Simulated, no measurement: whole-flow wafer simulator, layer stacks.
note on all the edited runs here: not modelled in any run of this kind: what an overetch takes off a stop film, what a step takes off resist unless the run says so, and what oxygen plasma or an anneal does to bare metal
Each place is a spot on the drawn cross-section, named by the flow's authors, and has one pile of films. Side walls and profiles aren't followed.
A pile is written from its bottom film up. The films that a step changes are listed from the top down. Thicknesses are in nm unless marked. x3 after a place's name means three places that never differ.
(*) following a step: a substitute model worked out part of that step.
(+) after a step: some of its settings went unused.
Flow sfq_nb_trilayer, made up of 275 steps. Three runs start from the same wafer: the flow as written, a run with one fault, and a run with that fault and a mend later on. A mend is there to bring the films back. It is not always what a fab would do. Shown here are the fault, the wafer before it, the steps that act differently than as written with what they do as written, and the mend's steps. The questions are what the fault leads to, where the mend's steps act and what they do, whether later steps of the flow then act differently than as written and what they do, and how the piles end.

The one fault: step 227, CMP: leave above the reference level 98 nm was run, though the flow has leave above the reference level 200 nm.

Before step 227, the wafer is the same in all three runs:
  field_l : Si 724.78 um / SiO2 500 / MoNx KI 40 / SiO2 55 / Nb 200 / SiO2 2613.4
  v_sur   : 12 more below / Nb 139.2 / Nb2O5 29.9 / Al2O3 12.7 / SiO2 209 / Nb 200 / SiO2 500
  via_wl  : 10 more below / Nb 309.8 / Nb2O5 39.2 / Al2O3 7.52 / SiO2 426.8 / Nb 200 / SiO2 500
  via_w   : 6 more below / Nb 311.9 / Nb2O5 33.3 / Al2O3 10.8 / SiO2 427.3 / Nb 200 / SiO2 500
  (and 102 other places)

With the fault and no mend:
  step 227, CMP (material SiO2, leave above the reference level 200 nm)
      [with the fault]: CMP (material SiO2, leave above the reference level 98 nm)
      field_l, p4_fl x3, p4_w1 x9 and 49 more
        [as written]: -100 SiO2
        [with the fault]: -202 SiO2
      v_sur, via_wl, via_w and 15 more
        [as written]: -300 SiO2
        [with the fault]: -402 SiO2
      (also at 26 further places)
  Steps further on in the flow that do not act as written (not shown: 3 more steps that differ only slightly, by at most 2% or 0.5 nm, whichever is larger):
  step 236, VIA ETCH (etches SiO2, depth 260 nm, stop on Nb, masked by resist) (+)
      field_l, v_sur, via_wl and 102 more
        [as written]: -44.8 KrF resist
        [with the fault]: -25.3 KrF resist
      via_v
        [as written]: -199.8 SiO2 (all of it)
        [with the fault]: -97.8 SiO2 (all of it)
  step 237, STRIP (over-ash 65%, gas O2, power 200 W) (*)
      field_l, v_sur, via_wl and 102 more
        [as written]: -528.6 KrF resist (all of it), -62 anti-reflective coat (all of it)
        [with the fault]: -548.1 KrF resist (all of it), -62 anti-reflective coat (all of it)
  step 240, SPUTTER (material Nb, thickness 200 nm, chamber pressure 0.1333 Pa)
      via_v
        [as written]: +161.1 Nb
        [with the fault]: +186.4 Nb
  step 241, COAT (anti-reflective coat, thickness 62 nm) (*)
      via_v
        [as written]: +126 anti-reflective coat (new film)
        [with the fault]: +105.3 anti-reflective coat (new film)
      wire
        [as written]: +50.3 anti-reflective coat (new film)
        [with the fault]: +49.2 anti-reflective coat (new film)
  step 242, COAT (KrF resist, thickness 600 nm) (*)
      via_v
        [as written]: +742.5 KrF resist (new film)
        [with the fault]: +652.4 KrF resist (new film)
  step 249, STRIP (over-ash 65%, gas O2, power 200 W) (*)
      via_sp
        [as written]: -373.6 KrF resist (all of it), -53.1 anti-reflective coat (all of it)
        [with the fault]: -382.7 KrF resist (all of it), -52.4 anti-reflective coat (all of it)
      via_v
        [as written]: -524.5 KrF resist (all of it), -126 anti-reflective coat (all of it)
        [with the fault]: -434.7 KrF resist (all of it), -105.3 anti-reflective coat (all of it)
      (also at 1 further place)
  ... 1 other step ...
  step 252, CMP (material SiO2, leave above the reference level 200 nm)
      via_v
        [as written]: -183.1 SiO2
        [with the fault]: -189.4 SiO2
  At field_l, v_sur, via_wl and 103 more, the piles at the end differ from the flow's by more than 2% or 0.5 nm, whichever is larger.
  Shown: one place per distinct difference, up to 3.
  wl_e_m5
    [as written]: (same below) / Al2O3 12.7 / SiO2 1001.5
    [with the fault]: (same below) / Al2O3 12.7 / SiO2 899.5
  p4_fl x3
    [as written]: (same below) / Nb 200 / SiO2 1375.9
    [with the fault]: (same below) / Nb 200 / SiO2 1273.9
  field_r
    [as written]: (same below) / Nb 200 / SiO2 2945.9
    [with the fault]: (same below) / Nb 200 / SiO2 2843.9

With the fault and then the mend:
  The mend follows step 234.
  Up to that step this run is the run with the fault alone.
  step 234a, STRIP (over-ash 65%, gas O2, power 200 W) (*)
      field_l, v_sur, via_wl and 102 more
        -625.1 KrF resist (all of it), -62 anti-reflective coat (all of it)
      via_v
        -62 anti-reflective coat (all of it)
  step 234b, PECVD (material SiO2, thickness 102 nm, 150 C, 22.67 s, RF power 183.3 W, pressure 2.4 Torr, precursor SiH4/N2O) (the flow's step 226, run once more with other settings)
      field_l, v_sur, via_wl and 103 more
        +102 SiO2
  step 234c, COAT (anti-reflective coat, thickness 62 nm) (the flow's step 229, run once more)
      field_l, v_sur, via_wl and 103 more
        +62 anti-reflective coat (new film)
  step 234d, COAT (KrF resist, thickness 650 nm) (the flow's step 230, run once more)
      field_l, v_sur, via_wl and 103 more
        +650 KrF resist (new film)
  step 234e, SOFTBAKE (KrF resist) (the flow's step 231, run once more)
      does not change any film at any place that is followed
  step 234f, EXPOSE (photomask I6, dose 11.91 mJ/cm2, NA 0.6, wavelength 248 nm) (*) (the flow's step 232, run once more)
      does not change any film at any place that is followed
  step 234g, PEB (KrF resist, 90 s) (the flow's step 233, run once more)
      field_l, v_sur, via_wl and 103 more
        -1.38 KrF resist
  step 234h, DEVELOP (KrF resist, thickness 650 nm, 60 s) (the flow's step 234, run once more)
      field_l, v_sur, via_wl and 102 more
        -23.5 KrF resist
      via_v
        -648.6 KrF resist (all of it)
  Every later step of the flow that is run acts as written at every place that is followed.
  The piles end the same as the flow's at every place that both follow.
